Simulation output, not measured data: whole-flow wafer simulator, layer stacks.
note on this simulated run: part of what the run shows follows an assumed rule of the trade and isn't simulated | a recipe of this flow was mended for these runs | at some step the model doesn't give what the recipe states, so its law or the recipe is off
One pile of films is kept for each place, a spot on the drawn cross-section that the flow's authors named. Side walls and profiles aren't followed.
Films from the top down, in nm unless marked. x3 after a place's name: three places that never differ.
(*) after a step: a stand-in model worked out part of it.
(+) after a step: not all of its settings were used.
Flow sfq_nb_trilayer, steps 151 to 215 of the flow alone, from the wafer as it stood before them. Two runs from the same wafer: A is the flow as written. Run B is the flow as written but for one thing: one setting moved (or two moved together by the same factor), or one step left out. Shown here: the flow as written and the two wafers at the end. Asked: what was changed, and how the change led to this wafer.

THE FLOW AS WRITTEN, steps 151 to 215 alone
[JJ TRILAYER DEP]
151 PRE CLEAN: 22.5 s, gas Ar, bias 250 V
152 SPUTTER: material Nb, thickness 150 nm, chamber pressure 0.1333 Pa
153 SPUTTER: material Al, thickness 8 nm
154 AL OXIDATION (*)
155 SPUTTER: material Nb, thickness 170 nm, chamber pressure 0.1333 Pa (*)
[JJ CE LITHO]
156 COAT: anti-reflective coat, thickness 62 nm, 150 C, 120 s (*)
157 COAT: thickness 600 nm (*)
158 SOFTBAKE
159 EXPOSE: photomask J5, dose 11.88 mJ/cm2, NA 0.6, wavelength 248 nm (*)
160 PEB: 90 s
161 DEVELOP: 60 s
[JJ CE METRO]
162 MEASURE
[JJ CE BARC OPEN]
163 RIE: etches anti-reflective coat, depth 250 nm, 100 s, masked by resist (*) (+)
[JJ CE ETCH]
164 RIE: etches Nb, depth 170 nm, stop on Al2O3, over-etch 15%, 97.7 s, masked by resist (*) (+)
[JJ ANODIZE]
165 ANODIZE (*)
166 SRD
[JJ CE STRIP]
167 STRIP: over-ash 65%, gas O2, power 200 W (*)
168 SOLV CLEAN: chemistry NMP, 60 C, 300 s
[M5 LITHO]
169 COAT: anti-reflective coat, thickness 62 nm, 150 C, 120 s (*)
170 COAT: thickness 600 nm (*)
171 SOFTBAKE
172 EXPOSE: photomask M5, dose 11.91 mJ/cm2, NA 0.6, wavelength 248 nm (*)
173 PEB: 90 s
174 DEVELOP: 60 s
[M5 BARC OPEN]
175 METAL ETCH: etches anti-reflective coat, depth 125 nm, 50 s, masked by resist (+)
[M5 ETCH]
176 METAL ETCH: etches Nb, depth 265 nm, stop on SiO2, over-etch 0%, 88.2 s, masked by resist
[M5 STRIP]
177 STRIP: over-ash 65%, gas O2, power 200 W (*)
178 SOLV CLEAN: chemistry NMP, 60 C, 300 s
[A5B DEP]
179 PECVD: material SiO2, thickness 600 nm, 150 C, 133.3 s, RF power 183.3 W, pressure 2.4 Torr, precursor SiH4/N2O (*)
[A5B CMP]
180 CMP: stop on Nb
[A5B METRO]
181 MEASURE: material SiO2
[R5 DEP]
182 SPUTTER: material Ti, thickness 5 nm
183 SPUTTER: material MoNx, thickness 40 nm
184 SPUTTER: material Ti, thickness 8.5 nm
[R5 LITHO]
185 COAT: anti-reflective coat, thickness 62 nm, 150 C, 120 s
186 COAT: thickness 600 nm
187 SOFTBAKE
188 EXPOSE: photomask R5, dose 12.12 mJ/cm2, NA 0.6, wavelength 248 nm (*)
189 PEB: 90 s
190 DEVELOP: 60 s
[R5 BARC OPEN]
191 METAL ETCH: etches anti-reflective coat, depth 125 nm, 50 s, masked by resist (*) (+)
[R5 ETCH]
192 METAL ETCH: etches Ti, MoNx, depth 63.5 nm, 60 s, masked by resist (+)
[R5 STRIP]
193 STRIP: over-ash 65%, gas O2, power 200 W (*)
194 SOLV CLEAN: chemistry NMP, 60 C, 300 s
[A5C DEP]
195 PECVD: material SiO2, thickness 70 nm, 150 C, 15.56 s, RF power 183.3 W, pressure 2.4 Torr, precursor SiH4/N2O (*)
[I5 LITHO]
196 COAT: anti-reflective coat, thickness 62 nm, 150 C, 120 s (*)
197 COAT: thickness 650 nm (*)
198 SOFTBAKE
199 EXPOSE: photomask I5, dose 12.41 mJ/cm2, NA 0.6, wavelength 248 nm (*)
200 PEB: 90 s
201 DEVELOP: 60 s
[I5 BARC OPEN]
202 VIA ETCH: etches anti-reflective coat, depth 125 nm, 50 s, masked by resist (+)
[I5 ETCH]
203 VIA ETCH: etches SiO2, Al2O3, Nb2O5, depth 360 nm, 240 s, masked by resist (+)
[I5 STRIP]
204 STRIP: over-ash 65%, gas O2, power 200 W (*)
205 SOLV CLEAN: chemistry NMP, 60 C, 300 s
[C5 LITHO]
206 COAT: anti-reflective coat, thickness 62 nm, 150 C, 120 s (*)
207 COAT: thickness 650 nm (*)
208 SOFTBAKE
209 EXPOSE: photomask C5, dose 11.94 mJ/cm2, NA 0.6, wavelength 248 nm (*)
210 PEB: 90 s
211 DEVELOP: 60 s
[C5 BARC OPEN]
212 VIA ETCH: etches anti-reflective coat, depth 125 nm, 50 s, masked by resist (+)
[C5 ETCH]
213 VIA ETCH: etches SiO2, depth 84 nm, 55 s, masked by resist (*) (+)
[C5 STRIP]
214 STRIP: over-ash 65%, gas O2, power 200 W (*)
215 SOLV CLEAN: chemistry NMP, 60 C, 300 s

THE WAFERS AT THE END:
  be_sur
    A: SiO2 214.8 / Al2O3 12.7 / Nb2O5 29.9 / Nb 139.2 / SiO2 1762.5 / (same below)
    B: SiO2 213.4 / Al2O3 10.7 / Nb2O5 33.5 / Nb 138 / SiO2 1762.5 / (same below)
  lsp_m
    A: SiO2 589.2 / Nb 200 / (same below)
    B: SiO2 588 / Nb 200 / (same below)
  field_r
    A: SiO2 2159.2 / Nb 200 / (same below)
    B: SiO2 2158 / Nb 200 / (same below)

The cause: step 153, SPUTTER: thickness 6.8 nm was run, where the flow has thickness 8 nm.

How the change led to this, step by step:
  153 SPUTTER: material Al, thickness 8 nm
      field_l, v_sur, via_sp and 100 more: A Al +8 (new film) | B Al +6.8 (new film)
      via_wl, via_wr: A Al +5.13 (new film) | B Al +4.36 (new film)
      (and at 1 more place)
  165 ANODIZE (*)
      field_l, v_sur, via_sp and 96 more: A Al2O3 +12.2, Nb2O5 +29.9 (new film), Al -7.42 (all of it), Nb -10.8 | B Al2O3 +10.3, Nb2O5 +33.5 (new film), Al -6.22 (all of it), Nb -12
      via_wl, via_wr: A Al2O3 +7.51 (new film), Nb2O5 +39.2 (new film), Al -4.55 (all of it), Nb -14.1 | B Al2O3 +6.24 (new film), Nb2O5 +41.5 (new film), Al -3.78 (all of it), Nb -14.9
      (and at 1 more place)
  169 COAT: anti-reflective coat, thickness 62 nm, 150 C, 120 s (*)
      ce_r: A anti-reflective coat +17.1 (new film) | B anti-reflective coat +16.5 (new film)
  176 METAL ETCH: etches Nb, depth 265 nm, stop on SiO2, over-etch 0%, 88.2 s, masked by resist
      field_l, res, r_end and 47 more: A Al2O3 -12.6 (all of it), Nb2O5 -29.9 (all of it), Nb -139.2 (all of it), SiO2 -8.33 | B Al2O3 -10.6 (all of it), Nb2O5 -33.5 (all of it), Nb -138 (all of it), SiO2 -8.3
      r_sur, wl_a_sl, wl_a_m6: A Al2O3 -12.5 (all of it), Nb2O5 -29.9 (all of it), Nb -139.2 (all of it), SiO2 -8.33 | B Al2O3 -10.6 (all of it), Nb2O5 -33.5 (all of it), Nb -138 (all of it), SiO2 -8.3
  177 STRIP: over-ash 65%, gas O2, power 200 W (*)
      ce_r: A KrF-resist-other-grade -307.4 (all of it), anti-reflective coat -17.1 (all of it) | B KrF-resist-other-grade -309.2 (all of it), anti-reflective coat -16.5 (all of it)
  203 VIA ETCH: etches SiO2, Al2O3, Nb2O5, depth 360 nm, 240 s, masked by resist (+)
      be: A SiO2 -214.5 (all of it), Al2O3 -12.7 (all of it), Nb2O5 -29.9 (all of it), Nb -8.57 | B SiO2 -213 (all of it), Al2O3 -10.7 (all of it), Nb2O5 -33.5 (all of it), Nb -8.56
